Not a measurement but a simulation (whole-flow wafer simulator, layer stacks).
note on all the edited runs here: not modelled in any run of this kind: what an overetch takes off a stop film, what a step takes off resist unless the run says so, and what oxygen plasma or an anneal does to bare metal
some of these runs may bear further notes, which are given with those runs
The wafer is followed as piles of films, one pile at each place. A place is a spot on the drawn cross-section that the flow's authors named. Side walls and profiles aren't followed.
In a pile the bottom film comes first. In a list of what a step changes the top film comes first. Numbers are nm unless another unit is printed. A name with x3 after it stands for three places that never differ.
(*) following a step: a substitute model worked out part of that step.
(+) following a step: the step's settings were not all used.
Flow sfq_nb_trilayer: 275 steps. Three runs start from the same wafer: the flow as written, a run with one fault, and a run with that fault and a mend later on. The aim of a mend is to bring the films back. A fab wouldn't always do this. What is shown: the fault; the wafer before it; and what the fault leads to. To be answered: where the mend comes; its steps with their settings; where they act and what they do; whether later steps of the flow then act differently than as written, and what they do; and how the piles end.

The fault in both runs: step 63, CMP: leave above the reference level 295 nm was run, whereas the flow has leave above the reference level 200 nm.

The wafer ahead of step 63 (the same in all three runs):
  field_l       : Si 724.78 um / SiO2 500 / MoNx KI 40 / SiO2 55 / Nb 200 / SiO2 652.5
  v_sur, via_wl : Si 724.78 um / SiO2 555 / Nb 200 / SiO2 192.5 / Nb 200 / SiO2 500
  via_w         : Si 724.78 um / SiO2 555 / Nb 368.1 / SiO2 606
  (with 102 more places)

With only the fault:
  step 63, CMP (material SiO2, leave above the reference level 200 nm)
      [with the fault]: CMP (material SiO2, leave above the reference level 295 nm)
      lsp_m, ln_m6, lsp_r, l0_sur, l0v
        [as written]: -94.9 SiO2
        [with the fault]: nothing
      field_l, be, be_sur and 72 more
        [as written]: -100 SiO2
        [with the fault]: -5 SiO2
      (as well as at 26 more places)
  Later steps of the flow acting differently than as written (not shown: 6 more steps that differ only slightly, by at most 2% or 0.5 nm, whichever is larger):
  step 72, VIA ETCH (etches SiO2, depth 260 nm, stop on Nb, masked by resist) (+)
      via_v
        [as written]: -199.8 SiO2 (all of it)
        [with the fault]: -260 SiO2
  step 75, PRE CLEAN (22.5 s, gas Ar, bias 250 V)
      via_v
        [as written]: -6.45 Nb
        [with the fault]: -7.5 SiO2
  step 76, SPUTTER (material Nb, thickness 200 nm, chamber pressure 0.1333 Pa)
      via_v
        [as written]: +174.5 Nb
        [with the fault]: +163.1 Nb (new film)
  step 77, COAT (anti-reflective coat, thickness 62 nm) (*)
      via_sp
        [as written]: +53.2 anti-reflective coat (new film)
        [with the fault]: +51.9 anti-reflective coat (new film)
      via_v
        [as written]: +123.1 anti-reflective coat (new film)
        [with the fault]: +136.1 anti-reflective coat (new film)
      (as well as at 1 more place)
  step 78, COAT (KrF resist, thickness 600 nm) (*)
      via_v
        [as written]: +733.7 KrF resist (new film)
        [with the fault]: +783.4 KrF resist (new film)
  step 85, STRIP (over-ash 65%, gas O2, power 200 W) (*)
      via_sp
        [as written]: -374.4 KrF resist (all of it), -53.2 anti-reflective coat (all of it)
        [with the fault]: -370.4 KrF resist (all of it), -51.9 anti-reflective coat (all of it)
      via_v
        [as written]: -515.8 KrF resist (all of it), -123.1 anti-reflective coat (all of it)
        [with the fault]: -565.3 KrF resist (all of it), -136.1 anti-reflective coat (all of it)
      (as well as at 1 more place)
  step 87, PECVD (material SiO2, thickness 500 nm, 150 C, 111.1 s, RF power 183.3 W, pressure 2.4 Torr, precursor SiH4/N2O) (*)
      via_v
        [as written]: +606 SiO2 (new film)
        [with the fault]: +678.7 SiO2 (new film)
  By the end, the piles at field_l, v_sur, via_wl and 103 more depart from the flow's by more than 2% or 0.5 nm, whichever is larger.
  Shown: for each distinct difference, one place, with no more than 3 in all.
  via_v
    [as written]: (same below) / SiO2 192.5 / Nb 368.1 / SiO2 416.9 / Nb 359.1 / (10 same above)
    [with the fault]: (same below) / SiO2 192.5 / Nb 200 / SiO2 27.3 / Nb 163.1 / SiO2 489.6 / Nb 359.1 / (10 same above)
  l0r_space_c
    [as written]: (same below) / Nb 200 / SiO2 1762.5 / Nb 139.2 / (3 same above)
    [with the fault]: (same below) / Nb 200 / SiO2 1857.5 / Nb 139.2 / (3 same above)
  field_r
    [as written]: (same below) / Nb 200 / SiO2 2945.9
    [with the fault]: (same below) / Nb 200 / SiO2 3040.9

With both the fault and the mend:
  The mend follows step 64.
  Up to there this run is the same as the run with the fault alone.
  step 64a, CMP (material SiO2, leave above the reference level 200 nm) (a further turn of the flow's step 63)
      field_l, v_sur, via_wl and 98 more
        -95 SiO2
      lsp_m, ln_m6, lsp_r, l0_sur, l0v
        -94.9 SiO2
  Every later step of the flow that is run acts as written at every place that is followed.
  The piles end the same as the flow's at every place that both follow.
